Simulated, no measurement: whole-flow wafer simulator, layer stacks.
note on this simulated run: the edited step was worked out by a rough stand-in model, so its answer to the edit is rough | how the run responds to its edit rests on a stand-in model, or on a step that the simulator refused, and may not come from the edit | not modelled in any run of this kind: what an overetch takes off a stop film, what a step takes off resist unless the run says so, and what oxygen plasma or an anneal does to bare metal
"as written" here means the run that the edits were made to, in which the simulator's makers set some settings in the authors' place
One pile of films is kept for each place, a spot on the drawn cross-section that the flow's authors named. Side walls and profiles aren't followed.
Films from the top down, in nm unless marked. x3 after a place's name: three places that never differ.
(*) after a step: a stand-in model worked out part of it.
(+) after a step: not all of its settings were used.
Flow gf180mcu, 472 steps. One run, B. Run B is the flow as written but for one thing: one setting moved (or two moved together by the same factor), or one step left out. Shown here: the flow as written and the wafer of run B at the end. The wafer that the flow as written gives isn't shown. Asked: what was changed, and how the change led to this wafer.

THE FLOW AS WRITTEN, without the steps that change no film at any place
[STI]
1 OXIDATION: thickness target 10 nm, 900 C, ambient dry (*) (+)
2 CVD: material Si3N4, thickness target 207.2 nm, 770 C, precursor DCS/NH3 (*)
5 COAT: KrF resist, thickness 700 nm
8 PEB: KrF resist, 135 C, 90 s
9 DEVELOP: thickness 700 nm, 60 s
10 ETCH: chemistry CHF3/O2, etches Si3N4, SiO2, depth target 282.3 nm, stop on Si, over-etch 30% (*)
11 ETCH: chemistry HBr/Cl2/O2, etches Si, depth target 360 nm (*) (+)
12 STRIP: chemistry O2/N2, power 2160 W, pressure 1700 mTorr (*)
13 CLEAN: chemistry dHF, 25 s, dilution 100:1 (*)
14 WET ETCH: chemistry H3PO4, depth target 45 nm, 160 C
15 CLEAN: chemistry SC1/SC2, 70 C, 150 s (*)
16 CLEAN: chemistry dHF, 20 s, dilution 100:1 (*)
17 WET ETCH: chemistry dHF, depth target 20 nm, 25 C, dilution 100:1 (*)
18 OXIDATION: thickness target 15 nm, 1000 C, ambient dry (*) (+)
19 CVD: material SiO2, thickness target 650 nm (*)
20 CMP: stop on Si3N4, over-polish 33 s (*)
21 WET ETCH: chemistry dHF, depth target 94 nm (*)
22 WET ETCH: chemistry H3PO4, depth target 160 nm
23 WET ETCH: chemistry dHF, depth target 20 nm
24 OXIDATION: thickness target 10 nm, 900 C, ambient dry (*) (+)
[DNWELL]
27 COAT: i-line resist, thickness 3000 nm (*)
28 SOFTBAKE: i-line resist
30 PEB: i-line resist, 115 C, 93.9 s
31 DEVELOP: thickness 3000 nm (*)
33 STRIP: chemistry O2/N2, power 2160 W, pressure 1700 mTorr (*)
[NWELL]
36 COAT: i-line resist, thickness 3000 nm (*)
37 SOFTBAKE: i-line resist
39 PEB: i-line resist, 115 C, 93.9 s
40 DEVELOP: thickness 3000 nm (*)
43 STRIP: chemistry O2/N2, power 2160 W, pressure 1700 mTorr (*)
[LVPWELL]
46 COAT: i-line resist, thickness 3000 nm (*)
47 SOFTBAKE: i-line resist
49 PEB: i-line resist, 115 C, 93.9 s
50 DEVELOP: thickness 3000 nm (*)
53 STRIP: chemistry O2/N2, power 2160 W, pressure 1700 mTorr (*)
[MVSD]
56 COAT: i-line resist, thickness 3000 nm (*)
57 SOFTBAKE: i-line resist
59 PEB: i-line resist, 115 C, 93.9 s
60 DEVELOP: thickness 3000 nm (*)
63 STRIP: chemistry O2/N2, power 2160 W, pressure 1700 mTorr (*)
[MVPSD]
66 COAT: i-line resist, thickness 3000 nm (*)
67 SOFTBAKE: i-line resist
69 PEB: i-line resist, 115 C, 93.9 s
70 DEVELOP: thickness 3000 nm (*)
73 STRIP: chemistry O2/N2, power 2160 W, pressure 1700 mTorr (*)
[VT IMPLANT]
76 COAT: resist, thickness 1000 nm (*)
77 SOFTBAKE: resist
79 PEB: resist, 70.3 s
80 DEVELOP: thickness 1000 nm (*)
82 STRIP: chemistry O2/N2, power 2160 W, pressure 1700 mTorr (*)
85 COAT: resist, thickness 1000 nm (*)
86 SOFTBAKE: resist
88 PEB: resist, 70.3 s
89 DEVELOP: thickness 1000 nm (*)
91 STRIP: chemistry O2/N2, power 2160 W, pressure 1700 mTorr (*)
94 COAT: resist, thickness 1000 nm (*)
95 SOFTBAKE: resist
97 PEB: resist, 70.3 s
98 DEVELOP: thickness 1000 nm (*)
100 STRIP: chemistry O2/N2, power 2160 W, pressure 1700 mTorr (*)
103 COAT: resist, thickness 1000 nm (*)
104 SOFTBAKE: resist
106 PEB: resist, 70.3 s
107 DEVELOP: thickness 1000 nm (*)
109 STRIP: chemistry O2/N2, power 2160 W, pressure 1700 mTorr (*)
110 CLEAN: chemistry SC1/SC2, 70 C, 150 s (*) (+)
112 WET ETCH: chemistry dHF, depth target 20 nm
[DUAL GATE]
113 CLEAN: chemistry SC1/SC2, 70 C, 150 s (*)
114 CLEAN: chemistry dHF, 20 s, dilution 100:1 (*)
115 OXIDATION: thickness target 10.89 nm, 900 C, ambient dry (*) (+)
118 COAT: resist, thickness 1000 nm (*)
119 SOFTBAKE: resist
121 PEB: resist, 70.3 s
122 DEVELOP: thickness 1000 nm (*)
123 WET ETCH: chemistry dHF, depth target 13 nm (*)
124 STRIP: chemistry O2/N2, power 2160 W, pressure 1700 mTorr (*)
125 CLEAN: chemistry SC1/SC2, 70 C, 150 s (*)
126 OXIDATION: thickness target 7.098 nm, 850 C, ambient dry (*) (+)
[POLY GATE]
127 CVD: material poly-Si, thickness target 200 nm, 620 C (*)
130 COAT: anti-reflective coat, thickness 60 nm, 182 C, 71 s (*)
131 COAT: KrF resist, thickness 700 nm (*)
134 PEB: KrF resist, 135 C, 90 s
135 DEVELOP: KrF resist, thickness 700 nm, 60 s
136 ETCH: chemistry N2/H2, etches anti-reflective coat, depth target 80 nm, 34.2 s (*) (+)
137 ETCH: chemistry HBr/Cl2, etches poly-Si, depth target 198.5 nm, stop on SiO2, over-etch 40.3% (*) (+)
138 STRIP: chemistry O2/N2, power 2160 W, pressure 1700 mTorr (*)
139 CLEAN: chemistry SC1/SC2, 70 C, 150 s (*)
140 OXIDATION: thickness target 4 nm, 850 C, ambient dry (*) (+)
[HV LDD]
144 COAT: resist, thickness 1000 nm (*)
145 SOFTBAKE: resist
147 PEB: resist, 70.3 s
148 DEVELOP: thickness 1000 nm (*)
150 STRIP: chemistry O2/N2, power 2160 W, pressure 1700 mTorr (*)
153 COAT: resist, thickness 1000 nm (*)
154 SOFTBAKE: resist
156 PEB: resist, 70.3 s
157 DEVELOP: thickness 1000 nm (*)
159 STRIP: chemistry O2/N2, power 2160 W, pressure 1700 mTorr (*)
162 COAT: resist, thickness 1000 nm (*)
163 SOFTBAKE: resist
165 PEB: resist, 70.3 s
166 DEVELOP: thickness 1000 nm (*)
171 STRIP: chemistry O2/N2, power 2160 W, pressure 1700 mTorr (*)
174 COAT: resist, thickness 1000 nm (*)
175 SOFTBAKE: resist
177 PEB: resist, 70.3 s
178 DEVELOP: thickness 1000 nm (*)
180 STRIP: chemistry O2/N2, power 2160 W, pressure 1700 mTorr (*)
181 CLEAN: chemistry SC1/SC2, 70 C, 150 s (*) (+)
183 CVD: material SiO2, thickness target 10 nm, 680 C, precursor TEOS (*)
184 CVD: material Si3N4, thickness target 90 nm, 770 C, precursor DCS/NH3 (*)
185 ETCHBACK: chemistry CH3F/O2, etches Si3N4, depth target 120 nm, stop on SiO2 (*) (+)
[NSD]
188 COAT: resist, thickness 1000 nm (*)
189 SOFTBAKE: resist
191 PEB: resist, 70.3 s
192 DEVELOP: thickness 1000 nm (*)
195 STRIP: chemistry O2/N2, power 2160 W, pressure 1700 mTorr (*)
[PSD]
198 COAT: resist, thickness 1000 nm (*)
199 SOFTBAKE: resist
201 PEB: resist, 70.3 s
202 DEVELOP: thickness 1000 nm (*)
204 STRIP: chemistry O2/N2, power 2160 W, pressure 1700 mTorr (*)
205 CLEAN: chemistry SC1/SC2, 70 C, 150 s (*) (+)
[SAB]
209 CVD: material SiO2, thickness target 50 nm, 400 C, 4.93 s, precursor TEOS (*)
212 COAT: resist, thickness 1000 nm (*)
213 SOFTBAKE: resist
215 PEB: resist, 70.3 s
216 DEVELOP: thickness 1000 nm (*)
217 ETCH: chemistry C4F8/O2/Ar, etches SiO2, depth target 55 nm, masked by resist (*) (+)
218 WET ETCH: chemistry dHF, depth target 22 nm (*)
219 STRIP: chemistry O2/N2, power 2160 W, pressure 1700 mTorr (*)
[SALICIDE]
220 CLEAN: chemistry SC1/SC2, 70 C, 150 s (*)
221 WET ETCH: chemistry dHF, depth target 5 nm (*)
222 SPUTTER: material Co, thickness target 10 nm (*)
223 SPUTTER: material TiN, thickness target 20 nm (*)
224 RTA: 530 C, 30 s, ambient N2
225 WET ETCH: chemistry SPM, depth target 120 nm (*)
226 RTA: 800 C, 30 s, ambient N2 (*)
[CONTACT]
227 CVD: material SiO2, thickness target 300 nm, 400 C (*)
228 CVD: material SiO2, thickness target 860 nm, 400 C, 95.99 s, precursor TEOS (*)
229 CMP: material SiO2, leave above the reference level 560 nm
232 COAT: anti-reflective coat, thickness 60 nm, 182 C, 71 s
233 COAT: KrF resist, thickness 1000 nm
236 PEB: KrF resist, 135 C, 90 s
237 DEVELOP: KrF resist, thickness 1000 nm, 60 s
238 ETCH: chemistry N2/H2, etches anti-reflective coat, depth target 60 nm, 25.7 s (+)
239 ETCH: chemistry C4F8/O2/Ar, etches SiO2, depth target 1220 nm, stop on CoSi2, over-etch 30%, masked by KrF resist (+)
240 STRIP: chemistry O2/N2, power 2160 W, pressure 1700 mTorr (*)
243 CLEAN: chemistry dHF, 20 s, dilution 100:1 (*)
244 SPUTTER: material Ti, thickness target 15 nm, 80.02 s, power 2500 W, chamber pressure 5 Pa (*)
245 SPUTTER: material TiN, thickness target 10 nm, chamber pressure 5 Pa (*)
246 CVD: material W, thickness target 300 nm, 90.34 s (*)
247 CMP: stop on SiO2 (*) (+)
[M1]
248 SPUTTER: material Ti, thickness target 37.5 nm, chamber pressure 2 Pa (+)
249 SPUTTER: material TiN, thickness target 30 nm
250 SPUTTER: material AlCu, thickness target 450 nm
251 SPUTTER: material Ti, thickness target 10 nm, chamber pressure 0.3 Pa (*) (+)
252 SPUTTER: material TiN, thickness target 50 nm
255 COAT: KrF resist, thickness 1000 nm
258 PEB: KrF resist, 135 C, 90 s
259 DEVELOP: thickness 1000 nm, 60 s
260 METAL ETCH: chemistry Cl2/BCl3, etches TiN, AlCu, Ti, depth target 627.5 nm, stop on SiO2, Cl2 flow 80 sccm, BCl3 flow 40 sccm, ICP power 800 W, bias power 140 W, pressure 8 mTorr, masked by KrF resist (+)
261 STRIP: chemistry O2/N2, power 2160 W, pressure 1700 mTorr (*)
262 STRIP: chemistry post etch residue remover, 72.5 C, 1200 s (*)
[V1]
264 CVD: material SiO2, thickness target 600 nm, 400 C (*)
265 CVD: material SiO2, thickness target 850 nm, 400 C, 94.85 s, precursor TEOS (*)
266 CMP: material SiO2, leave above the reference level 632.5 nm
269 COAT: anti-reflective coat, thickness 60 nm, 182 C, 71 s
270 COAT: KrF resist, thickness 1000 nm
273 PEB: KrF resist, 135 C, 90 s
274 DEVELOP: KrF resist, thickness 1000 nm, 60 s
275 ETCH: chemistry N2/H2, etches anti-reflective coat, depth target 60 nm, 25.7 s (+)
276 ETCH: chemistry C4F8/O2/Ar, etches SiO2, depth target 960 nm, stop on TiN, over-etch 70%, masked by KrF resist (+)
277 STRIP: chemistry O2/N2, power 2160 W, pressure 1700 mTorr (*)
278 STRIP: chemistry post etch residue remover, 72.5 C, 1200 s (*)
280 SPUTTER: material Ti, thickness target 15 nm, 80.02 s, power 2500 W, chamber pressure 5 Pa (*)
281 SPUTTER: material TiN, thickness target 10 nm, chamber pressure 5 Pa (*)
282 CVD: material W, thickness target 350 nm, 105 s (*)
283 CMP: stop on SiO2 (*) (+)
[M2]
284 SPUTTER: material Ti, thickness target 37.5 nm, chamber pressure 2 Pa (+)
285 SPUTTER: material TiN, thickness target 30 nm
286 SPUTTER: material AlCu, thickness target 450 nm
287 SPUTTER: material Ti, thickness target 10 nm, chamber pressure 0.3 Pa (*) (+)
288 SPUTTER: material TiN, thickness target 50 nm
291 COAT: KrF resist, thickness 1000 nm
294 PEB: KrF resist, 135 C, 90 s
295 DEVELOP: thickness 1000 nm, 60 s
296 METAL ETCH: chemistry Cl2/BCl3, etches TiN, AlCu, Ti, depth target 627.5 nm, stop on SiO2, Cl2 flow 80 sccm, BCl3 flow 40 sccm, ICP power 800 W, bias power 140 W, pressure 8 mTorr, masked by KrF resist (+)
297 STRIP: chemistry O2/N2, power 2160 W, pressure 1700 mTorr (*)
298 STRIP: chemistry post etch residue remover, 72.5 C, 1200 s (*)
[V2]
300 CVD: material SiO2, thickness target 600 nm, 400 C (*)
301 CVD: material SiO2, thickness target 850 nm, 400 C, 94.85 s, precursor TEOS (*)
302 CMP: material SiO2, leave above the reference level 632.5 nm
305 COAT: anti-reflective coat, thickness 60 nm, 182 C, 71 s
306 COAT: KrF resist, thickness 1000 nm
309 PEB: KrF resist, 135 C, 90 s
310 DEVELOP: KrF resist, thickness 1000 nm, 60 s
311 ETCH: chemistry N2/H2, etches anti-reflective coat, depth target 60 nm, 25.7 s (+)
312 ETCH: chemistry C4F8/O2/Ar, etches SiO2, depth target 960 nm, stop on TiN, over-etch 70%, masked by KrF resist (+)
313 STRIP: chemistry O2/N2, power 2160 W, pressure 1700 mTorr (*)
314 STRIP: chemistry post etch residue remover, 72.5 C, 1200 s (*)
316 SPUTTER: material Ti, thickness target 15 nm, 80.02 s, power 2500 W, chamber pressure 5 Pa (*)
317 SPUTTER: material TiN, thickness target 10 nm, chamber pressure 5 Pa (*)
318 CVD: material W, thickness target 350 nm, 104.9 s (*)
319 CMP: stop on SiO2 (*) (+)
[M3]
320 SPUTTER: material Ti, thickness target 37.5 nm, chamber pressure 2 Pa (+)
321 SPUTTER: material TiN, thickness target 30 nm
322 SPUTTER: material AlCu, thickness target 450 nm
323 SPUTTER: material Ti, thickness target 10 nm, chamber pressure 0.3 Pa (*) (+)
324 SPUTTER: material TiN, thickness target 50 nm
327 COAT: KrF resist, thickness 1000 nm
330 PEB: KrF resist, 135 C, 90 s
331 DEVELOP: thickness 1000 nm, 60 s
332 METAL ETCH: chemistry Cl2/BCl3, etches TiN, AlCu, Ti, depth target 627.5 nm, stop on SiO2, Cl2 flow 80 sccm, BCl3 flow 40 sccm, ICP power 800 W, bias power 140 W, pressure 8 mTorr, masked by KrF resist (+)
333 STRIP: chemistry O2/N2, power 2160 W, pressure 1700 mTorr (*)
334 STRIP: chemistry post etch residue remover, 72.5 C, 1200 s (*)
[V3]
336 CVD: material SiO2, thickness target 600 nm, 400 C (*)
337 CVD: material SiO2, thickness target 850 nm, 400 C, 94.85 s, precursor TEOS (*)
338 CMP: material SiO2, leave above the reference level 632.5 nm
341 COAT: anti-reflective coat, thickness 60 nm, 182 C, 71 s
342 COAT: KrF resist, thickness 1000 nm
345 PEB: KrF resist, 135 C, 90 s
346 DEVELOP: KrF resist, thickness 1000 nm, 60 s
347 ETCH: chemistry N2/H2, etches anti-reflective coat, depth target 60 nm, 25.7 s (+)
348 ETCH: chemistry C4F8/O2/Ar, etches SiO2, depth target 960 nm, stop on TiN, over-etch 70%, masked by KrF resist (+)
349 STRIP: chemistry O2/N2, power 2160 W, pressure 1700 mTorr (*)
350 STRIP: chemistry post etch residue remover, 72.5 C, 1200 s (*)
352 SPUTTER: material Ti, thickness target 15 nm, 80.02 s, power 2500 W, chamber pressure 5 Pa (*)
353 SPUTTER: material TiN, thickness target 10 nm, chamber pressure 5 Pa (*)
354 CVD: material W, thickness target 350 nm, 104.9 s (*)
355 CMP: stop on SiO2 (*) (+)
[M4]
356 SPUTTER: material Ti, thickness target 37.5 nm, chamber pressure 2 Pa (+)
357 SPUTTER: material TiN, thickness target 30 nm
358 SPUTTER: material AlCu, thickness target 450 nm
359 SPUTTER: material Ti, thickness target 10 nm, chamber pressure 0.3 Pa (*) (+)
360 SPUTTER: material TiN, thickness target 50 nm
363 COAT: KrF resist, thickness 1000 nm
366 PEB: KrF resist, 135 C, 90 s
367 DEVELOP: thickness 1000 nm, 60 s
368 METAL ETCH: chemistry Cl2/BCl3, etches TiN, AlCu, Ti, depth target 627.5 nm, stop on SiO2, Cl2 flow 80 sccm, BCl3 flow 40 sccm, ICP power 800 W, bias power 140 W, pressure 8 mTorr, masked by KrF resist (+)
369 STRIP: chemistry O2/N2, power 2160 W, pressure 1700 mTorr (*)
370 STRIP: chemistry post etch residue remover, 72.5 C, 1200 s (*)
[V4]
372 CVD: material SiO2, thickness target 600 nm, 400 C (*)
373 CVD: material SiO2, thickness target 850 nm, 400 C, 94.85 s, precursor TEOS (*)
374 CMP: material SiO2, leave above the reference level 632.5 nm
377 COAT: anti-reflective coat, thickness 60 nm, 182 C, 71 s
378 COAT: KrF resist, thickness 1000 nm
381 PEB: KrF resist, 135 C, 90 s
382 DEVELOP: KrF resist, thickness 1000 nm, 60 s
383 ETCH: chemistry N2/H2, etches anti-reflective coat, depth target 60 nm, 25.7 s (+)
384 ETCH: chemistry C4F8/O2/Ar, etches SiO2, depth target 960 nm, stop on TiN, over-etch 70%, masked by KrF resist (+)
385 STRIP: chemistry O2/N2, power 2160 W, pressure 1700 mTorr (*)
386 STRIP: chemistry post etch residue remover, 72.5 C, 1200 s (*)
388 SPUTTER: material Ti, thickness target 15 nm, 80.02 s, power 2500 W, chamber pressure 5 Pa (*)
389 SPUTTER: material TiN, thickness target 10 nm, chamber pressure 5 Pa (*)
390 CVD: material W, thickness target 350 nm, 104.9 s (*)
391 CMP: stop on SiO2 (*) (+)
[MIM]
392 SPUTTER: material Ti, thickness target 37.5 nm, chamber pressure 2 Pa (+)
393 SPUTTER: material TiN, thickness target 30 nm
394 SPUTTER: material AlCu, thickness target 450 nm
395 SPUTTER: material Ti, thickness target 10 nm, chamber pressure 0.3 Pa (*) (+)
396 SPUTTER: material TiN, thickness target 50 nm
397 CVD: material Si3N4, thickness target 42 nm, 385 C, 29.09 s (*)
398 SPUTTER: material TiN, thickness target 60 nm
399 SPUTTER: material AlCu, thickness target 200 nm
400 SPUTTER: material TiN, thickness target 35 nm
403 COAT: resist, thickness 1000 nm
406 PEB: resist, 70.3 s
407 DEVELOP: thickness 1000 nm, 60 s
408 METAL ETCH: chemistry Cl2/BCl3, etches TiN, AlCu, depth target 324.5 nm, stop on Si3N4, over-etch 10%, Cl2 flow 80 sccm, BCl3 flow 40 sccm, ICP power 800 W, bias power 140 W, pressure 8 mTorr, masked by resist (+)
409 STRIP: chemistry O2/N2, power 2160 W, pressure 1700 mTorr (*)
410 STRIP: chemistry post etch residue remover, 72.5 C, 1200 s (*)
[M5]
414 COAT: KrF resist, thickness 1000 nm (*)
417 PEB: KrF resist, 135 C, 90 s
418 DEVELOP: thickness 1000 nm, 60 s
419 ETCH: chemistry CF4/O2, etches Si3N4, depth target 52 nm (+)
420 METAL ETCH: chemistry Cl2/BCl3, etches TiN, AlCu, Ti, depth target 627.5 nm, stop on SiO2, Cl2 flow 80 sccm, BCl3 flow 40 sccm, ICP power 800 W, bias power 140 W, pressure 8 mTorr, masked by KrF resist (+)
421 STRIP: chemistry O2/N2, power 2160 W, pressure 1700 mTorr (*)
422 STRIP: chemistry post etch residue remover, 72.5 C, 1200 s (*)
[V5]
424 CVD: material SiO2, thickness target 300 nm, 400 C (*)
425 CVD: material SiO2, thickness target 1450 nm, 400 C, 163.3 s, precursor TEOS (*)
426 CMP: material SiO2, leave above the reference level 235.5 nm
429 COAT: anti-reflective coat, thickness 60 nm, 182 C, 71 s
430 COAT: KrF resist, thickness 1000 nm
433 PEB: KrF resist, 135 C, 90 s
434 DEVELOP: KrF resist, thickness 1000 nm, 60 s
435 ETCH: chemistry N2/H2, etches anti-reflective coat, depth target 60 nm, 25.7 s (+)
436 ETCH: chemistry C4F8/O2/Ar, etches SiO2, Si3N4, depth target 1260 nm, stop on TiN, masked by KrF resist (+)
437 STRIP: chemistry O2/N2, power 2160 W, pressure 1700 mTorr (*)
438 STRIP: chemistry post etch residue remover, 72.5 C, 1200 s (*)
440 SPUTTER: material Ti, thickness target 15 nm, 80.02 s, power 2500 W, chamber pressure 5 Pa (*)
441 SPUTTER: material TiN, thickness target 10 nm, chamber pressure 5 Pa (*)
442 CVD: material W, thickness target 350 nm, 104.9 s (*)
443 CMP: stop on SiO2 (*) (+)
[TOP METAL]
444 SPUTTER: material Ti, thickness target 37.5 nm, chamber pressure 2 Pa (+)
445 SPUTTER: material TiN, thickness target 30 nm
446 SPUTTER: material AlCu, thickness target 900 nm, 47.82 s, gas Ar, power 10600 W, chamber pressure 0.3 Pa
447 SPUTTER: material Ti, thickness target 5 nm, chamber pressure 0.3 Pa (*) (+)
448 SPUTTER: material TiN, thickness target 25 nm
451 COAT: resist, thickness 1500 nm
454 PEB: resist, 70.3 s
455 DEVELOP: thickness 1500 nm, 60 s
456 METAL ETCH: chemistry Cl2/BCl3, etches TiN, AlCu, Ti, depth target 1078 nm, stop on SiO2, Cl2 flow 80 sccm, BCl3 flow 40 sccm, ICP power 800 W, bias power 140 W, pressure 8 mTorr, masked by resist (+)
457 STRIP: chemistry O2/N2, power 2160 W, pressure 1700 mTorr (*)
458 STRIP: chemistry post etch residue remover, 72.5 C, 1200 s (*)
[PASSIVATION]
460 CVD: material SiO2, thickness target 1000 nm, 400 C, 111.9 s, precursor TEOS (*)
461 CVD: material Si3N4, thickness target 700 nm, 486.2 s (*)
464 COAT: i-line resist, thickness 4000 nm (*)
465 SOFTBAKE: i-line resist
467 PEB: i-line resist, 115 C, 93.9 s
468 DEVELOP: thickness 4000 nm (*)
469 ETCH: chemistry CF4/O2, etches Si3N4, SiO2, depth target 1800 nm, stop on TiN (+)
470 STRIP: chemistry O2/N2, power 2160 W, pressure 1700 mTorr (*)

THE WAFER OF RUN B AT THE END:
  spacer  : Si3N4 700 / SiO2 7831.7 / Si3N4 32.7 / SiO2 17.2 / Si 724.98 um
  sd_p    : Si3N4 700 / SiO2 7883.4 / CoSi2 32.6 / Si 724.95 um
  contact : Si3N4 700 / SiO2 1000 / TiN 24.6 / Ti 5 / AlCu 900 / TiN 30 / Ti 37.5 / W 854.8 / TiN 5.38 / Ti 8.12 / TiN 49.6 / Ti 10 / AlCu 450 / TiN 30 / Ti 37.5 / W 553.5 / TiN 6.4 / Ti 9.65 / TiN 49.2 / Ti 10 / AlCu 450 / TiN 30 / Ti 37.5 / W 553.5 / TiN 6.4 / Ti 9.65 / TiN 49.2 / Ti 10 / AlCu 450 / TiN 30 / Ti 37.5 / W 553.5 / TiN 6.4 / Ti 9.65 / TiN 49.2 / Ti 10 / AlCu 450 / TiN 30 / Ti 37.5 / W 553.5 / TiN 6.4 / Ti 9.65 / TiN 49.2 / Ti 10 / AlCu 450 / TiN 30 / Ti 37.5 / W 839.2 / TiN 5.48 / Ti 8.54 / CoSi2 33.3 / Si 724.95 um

The cause: step 184, CVD: thickness target 36.9 nm was run, where the flow has thickness target 90 nm.

How the change led to this, step by step:
  184 CVD: material Si3N4, thickness target 90 nm, 770 C, precursor DCS/NH3 (*)
      field, field__w1, field__w2 and 101 more: Si3N4 +36.9 (new film) (as written it would be: Si3N4 +90 (new film))
  185 ETCHBACK: chemistry CH3F/O2, etches Si3N4, depth target 120 nm, stop on SiO2 (*) (+)
      field, field__w1, field__w2 and 66 more: Si3N4 -36.9 (all of it), SiO2 -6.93 (as written it would be: Si3N4 -90 (all of it), SiO2 -2.5)
      p_well, gate, gate_hv and 31 more: Si3N4 -36.9 (all of it), SiO2 -6.92 (as written it would be: Si3N4 -90 (all of it), SiO2 -2.5)
  188 COAT: resist, thickness 1000 nm (*)
      spacer: resist +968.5 (new film) (as written it would be: resist +920.2 (new film))
  189 SOFTBAKE: resist
      field: resist +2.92 (as written it would be: resist +3.56)
      field__w1: resist +4.6 (as written it would be: resist +5.23)
      (and at 30 more places)
  191 PEB: resist, 70.3 s
      spacer: resist -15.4 (as written it would be: resist -14.3)
  192 DEVELOP: thickness 1000 nm (*)
      spacer: resist -953.2 (all of it) (as written it would be: resist -905.9 (all of it))
  198 COAT: resist, thickness 1000 nm (*)
      spacer: resist +968.5 (new film) (as written it would be: resist +920.2 (new film))
  199 SOFTBAKE: resist
      field: resist +2.92 (as written it would be: resist +3.56)
      field__w1: resist +4.6 (as written it would be: resist +5.23)
      (and at 30 more places)
  201 PEB: resist, 70.3 s
      spacer: resist -15.4 (as written it would be: resist -14.3)
  204 STRIP: chemistry O2/N2, power 2160 W, pressure 1700 mTorr (*)
      spacer: resist -953.2 (all of it) (as written it would be: resist -905.9 (all of it))
  212 COAT: resist, thickness 1000 nm (*)
      spacer: resist +967.7 (new film) (as written it would be: resist +919.4 (new film))
  213 SOFTBAKE: resist
      field__w9: resist +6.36 (as written it would be: resist -3.11)
      field__w11: resist +0.46 (as written it would be: resist -0.09)
      (and at 26 more places)
  215 PEB: resist, 70.3 s
      spacer: resist -15.4 (as written it would be: resist -14.3)
  216 DEVELOP: thickness 1000 nm (*)
      spacer: resist -952.3 (all of it) (as written it would be: resist -905.1 (all of it))
  218 WET ETCH: chemistry dHF, depth target 22 nm (*)
      gate, gate_hv, gate_p and 23 more: SiO2 -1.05 (all of it) (as written it would be: SiO2 -5.48 (all of it))
      active, p_well, sd_n, iso_ptap_pw, iso_ntap_nw, iso_ptap_sub, vpnp_e: SiO2 -4.59 (all of it) (as written it would be: SiO2 -9.01 (all of it))
      (and at 16 more places)
  222 SPUTTER: material Co, thickness target 10 nm (*)
      field__w2: Co +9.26 (new film) (as written it would be: Co +8.65 (new film))
      field__w3: Co +8.89 (new film) (as written it would be: Co +8.06 (new film))
      (and at 5 more places)
  ... 4 more steps ...
  229 CMP: material SiO2, leave above the reference level 560 nm
      field__w2: SiO2 -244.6 (as written it would be: SiO2 -250)
      field__w3: SiO2 -226.8 (as written it would be: SiO2 -232.3)
      (and at 3 more places)
